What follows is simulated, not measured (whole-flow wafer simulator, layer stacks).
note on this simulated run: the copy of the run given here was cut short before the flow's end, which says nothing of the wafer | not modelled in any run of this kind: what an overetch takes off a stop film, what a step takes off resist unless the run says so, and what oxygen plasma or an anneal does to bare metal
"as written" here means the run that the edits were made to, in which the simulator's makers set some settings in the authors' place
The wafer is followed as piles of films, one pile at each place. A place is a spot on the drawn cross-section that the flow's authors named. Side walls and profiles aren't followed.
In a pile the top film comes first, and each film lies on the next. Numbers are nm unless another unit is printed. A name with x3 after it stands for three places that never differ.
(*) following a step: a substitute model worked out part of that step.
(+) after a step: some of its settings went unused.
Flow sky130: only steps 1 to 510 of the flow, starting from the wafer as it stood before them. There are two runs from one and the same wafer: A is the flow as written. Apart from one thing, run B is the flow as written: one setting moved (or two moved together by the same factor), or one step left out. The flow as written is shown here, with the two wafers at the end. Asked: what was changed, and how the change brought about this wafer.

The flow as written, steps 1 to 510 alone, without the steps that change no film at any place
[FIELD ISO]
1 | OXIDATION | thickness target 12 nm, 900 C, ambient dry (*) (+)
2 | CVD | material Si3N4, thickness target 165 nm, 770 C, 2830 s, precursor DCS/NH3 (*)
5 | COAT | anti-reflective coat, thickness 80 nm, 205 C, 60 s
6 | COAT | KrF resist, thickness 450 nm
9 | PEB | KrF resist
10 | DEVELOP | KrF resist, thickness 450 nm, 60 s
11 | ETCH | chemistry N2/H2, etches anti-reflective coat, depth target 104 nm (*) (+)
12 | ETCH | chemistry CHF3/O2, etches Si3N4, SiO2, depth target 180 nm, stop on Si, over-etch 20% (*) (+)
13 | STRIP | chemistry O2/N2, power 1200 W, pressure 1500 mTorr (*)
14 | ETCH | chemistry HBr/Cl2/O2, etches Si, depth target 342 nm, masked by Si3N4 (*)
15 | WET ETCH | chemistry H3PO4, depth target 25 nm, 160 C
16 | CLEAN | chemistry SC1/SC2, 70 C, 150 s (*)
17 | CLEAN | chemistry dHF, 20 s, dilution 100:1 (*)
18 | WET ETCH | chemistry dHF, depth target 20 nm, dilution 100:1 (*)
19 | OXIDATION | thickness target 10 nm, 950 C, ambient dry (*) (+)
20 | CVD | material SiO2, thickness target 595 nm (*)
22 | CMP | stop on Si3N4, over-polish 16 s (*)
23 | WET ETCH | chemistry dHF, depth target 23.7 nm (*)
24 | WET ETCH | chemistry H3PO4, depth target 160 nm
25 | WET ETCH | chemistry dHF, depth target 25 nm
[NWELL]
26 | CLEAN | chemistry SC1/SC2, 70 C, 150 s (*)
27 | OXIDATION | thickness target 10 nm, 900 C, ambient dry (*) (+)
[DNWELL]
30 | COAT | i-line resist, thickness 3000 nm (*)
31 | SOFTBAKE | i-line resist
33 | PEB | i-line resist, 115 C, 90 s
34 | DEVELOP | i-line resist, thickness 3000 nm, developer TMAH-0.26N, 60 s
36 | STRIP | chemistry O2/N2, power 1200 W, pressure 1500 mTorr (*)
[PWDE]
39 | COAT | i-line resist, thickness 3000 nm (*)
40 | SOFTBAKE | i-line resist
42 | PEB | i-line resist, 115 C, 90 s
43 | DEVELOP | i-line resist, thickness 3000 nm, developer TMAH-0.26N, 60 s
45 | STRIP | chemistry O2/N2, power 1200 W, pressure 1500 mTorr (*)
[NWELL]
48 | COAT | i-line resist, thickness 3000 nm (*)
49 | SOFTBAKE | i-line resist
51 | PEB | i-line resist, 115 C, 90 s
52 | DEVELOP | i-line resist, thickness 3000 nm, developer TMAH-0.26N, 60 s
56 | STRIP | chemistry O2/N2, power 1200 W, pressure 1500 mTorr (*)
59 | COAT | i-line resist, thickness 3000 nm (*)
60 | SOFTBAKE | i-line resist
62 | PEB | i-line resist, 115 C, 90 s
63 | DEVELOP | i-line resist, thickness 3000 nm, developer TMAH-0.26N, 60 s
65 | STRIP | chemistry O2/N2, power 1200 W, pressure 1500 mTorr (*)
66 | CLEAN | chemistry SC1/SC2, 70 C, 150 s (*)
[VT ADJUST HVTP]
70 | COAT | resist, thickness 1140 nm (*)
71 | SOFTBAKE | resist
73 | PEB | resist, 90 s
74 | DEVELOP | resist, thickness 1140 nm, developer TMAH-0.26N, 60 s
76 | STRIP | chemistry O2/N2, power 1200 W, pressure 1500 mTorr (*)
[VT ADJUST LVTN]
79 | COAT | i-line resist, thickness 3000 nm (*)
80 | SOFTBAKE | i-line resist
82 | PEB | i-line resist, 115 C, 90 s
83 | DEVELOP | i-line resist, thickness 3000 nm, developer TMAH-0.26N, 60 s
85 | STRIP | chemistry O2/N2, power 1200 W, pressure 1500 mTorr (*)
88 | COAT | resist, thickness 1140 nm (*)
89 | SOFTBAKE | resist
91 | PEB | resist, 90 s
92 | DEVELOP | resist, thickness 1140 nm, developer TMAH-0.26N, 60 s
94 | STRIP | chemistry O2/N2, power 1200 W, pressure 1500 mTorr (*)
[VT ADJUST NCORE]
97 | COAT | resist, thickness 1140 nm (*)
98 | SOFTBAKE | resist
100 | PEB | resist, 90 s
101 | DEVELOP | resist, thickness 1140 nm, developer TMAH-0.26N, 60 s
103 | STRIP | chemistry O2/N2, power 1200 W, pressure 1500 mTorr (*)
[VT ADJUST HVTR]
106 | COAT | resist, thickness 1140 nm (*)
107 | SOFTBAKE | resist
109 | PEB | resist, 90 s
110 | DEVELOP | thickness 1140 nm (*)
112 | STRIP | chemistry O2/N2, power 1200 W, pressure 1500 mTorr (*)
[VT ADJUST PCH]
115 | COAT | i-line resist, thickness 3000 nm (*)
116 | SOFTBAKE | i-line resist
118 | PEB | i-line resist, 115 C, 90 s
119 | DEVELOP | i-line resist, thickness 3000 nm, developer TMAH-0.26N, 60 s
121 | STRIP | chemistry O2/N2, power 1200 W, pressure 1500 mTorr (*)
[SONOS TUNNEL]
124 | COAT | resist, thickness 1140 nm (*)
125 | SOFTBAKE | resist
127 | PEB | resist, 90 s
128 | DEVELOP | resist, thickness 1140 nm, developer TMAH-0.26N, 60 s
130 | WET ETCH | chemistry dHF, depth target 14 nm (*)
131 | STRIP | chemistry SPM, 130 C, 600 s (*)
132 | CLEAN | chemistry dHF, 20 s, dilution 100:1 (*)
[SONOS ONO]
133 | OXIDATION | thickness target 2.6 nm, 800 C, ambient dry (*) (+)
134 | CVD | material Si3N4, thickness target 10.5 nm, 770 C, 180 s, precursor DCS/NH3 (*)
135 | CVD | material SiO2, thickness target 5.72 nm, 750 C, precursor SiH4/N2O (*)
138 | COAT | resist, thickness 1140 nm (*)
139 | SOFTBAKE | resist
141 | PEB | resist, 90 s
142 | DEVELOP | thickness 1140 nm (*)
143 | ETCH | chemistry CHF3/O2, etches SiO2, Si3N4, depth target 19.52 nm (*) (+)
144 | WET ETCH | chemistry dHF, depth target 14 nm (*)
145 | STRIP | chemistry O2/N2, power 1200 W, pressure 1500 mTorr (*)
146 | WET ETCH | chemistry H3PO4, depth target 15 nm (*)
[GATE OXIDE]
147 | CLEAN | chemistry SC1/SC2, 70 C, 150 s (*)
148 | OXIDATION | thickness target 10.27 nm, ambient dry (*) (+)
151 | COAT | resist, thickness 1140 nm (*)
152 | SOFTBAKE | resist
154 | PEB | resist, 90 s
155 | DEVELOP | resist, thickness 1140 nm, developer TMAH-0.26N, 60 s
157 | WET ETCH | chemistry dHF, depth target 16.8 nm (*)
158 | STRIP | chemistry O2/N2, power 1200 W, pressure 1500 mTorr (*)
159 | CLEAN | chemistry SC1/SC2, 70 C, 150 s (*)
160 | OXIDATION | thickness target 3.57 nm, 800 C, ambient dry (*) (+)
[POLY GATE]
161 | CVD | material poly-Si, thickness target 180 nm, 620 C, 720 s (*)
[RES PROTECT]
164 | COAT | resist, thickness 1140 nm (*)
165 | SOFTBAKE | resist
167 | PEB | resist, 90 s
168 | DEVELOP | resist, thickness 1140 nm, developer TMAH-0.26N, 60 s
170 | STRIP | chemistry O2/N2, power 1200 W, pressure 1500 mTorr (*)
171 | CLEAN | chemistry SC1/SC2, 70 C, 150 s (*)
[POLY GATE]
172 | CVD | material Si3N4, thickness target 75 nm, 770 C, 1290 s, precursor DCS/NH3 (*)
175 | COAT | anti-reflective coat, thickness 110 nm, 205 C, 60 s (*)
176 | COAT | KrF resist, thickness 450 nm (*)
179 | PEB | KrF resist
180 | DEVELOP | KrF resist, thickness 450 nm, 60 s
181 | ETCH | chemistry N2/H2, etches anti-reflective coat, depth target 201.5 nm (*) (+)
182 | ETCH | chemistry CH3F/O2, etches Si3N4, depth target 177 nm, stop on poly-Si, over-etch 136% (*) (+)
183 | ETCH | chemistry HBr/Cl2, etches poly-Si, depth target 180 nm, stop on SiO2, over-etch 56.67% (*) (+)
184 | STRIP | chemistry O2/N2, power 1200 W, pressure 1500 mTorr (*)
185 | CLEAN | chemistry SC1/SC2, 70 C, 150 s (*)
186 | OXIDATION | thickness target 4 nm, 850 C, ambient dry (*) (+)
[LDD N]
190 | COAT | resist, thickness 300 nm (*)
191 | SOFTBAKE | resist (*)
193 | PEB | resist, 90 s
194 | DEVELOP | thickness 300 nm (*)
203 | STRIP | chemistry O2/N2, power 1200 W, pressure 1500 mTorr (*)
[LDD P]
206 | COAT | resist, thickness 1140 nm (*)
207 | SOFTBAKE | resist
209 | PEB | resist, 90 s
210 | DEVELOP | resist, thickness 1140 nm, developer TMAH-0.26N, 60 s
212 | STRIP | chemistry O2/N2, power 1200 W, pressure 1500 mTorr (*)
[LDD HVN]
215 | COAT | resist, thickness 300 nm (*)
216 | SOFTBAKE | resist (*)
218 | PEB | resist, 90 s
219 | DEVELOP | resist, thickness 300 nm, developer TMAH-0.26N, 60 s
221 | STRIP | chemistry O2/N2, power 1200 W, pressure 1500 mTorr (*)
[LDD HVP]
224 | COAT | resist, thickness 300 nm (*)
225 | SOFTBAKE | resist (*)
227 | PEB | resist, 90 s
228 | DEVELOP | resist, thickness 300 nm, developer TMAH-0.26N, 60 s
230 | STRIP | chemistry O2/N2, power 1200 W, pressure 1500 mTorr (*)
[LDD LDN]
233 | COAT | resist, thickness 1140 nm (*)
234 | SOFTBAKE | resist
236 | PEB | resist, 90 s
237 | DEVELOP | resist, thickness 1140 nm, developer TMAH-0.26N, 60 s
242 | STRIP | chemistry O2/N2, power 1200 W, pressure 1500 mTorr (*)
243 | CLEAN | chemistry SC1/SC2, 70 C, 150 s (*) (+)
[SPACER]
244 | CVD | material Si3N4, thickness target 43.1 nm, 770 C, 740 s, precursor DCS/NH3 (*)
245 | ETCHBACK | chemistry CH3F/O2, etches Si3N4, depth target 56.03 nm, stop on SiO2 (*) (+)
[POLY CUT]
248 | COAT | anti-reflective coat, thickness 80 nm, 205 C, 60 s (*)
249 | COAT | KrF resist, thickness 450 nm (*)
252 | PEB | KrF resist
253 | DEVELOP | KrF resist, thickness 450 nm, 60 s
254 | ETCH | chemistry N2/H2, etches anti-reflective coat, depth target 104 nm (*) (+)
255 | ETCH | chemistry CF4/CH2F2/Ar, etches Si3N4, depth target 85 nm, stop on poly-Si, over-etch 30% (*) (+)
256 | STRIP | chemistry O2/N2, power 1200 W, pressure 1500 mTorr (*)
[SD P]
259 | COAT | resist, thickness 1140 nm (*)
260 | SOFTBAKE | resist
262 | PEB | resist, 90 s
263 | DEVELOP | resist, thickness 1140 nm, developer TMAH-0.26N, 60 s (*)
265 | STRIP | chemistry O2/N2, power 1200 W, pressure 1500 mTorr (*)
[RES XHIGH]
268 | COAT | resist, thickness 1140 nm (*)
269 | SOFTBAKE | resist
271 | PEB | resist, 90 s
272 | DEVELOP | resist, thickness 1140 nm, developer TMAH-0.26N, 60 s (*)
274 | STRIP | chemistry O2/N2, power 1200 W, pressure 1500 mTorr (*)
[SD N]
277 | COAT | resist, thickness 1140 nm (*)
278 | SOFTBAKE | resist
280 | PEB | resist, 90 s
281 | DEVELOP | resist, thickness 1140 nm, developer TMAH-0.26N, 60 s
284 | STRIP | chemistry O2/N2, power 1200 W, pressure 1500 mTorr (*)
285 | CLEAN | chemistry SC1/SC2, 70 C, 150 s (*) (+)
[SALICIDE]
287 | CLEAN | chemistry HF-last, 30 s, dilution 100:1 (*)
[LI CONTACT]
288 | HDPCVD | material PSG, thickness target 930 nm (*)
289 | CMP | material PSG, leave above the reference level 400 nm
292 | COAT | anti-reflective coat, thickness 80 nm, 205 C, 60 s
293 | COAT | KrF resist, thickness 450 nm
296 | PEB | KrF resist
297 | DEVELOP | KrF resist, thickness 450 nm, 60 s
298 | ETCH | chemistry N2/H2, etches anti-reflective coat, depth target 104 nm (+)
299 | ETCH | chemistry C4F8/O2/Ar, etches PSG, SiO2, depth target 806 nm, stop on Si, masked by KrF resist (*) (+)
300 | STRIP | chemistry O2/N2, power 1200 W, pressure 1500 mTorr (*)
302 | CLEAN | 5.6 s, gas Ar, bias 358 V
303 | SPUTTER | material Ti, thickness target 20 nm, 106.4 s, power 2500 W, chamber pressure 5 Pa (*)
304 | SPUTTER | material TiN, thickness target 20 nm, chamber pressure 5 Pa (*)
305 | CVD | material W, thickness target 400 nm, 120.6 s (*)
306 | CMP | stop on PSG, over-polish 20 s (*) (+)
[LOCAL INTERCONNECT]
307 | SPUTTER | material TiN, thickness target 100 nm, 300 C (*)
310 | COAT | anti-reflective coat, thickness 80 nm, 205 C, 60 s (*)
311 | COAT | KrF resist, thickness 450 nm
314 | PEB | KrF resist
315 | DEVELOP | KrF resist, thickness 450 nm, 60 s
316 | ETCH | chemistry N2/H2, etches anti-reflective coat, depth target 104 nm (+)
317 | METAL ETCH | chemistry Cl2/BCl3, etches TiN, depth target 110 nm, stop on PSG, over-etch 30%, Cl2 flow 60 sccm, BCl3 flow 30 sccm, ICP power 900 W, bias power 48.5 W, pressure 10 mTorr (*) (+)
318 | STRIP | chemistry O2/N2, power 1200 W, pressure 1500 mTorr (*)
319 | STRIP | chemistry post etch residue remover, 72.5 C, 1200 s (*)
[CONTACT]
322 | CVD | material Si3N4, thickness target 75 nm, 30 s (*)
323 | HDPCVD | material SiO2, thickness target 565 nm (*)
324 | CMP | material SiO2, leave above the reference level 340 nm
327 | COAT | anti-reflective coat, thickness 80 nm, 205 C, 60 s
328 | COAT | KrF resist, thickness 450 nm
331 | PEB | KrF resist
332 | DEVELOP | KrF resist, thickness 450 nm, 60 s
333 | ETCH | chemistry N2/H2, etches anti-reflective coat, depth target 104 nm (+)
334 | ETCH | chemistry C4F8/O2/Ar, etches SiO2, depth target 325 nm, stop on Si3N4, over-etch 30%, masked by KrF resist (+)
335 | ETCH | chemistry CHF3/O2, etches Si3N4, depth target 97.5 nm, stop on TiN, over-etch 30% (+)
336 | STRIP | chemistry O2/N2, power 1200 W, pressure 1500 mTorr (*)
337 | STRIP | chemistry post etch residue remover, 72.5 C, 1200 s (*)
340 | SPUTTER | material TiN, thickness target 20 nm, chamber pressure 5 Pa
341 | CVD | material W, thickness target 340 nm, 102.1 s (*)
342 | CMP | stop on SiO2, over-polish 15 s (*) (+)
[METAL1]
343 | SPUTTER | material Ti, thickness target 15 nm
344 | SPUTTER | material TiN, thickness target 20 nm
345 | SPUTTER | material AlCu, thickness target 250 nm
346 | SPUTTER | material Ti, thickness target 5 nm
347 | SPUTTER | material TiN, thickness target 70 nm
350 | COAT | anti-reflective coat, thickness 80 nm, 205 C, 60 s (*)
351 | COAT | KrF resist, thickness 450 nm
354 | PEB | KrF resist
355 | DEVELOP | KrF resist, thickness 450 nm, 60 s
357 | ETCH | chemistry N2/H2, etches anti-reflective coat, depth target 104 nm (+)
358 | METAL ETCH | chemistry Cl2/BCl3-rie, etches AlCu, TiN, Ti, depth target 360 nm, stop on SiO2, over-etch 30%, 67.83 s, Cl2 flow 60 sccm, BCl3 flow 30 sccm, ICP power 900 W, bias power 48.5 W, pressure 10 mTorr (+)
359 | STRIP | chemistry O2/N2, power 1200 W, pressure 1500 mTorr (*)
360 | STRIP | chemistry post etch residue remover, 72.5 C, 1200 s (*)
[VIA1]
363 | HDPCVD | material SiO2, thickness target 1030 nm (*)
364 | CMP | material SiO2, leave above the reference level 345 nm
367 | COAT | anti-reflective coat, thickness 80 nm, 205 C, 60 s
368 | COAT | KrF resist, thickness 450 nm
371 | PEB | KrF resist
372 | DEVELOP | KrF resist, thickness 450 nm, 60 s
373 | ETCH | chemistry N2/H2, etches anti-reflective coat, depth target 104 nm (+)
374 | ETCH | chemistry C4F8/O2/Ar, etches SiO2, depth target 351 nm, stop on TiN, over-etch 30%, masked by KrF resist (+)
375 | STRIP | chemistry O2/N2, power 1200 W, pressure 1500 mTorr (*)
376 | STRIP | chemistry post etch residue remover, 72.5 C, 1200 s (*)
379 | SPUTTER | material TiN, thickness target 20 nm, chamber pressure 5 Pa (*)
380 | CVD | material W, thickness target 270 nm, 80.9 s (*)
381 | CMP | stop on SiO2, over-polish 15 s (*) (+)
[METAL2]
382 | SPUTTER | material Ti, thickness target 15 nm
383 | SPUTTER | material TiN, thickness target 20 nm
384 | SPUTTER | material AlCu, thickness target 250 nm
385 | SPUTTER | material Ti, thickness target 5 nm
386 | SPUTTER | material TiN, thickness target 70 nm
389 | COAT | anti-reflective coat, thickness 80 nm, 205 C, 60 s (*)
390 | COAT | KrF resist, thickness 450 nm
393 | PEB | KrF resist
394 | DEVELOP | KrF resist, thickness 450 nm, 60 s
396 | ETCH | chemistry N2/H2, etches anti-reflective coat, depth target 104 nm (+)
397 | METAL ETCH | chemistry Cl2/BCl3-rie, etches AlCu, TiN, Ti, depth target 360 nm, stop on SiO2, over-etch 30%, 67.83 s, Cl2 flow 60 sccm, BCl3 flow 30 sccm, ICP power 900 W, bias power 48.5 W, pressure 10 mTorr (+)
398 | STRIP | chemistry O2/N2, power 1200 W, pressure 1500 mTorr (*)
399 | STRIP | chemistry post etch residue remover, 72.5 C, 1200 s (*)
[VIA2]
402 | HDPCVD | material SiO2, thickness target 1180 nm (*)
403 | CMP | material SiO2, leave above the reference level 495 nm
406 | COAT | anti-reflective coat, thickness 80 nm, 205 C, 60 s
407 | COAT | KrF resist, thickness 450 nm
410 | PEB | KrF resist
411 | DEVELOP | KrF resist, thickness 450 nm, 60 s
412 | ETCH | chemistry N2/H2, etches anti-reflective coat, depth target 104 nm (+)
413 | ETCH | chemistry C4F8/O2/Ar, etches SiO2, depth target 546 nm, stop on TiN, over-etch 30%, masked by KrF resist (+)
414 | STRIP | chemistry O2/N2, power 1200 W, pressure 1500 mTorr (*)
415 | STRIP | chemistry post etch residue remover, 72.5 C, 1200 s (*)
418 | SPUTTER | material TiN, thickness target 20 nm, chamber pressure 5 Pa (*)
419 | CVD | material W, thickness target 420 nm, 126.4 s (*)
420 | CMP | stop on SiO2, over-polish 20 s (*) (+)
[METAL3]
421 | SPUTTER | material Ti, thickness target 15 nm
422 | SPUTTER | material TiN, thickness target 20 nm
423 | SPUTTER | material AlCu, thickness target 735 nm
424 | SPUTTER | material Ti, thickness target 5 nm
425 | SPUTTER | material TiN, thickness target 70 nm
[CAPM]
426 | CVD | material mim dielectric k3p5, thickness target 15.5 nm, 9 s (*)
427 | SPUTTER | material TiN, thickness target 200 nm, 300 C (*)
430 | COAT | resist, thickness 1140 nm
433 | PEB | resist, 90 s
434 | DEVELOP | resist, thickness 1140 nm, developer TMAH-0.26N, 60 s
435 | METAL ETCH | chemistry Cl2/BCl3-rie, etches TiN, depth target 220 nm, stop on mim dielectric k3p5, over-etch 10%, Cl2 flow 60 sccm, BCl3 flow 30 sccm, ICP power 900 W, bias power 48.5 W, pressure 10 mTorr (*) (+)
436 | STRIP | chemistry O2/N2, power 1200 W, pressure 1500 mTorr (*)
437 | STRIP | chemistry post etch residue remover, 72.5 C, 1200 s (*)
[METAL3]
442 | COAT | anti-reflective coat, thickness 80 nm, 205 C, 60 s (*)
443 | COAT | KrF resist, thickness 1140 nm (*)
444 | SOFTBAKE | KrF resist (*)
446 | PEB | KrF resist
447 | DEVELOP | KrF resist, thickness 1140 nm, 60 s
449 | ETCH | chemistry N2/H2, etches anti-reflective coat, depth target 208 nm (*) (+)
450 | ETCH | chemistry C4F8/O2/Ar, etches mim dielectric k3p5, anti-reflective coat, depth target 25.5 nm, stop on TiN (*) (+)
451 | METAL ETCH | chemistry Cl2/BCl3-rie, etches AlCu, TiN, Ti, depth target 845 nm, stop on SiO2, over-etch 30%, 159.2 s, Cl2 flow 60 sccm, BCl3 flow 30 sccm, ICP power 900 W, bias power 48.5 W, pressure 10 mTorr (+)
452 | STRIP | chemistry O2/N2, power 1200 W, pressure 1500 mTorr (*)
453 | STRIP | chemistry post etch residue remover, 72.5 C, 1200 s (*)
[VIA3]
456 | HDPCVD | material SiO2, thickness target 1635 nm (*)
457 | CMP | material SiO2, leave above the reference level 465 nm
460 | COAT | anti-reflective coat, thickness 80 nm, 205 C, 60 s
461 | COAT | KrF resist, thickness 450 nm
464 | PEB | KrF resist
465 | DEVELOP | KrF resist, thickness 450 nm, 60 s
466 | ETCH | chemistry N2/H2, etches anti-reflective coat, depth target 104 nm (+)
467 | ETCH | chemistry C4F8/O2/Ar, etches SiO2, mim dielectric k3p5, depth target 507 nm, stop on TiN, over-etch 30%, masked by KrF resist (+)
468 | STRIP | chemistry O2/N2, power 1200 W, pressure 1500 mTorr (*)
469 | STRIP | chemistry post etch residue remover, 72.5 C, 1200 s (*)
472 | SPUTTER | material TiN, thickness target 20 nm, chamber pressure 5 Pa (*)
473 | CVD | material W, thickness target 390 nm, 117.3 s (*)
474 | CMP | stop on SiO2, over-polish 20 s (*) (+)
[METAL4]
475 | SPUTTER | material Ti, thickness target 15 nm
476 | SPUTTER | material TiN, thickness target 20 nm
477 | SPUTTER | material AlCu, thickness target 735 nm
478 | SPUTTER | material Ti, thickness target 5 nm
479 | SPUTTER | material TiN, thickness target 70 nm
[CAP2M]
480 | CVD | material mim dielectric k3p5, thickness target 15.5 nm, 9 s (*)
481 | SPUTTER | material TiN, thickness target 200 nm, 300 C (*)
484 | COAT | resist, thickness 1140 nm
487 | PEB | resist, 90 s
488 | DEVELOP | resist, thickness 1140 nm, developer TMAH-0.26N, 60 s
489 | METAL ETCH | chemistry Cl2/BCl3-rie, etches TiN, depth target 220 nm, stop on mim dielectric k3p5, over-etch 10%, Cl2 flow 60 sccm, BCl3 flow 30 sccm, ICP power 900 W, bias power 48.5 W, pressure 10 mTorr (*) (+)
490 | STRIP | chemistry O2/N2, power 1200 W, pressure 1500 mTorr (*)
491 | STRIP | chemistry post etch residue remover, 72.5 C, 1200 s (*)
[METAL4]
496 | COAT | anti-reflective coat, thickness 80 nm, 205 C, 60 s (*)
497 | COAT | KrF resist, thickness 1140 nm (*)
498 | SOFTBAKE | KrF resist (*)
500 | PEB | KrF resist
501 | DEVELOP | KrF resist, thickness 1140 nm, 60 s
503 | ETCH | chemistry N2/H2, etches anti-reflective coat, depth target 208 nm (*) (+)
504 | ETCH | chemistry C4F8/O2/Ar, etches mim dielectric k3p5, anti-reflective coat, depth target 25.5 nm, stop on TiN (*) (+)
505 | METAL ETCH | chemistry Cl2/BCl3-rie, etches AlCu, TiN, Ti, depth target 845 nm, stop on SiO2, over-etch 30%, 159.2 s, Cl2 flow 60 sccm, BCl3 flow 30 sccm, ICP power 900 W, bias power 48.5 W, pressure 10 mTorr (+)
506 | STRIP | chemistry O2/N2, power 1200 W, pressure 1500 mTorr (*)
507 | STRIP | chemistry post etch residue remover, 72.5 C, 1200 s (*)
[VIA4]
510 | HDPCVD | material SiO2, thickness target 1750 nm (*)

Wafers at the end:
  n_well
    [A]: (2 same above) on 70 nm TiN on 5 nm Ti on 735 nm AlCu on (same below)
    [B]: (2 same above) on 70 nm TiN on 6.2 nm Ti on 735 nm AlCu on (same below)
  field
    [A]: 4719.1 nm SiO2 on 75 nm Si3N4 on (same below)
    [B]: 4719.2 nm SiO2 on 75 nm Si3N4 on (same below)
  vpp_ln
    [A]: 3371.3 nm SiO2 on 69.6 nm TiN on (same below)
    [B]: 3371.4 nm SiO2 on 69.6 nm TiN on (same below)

Cause: step 478, SPUTTER: thickness target 6.2 nm was run, though the flow has thickness target 5 nm.
The wafer lets one read it off: n_well has Ti 6.2, and step 478 as written asks for 5 nm.

The path from the change to this, step by step:
  478 | SPUTTER | material Ti, thickness target 5 nm
      field, active, n_well and 189 more: A Ti gains 5 (new film) | B Ti gains 6.2 (new film)
  505 | METAL ETCH | chemistry Cl2/BCl3-rie, etches AlCu, TiN, Ti, depth target 845 nm, stop on SiO2, over-etch 30%, 159.2 s, Cl2 flow 60 sccm, BCl3 flow 30 sccm, ICP power 900 W, bias power 48.5 W, pressure 10 mTorr (+)
      field, active, gate and 70 more: A TiN loses 70 (all of it), Ti loses 5 (all of it), AlCu loses 735 (all of it), TiN loses 20 (all of it), Ti loses 15 (all of it), SiO2 loses 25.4 | B TiN loses 70 (all of it), Ti loses 6.2 (all of it), AlCu loses 735 (all of it), TiN loses 20 (all of it), Ti loses 15 (all of it), SiO2 loses 25.2
      vpp_iso1, mim_edge_plate, m1_ln and 12 more: A TiN loses 70 (all of it), Ti loses 5 (all of it), AlCu loses 735 (all of it), TiN loses 20 (all of it), Ti loses 15 (all of it), SiO2 loses 25.3 | B TiN loses 70 (all of it), Ti loses 6.2 (all of it), AlCu loses 735 (all of it), TiN loses 20 (all of it), Ti loses 15 (all of it), SiO2 loses 25.2
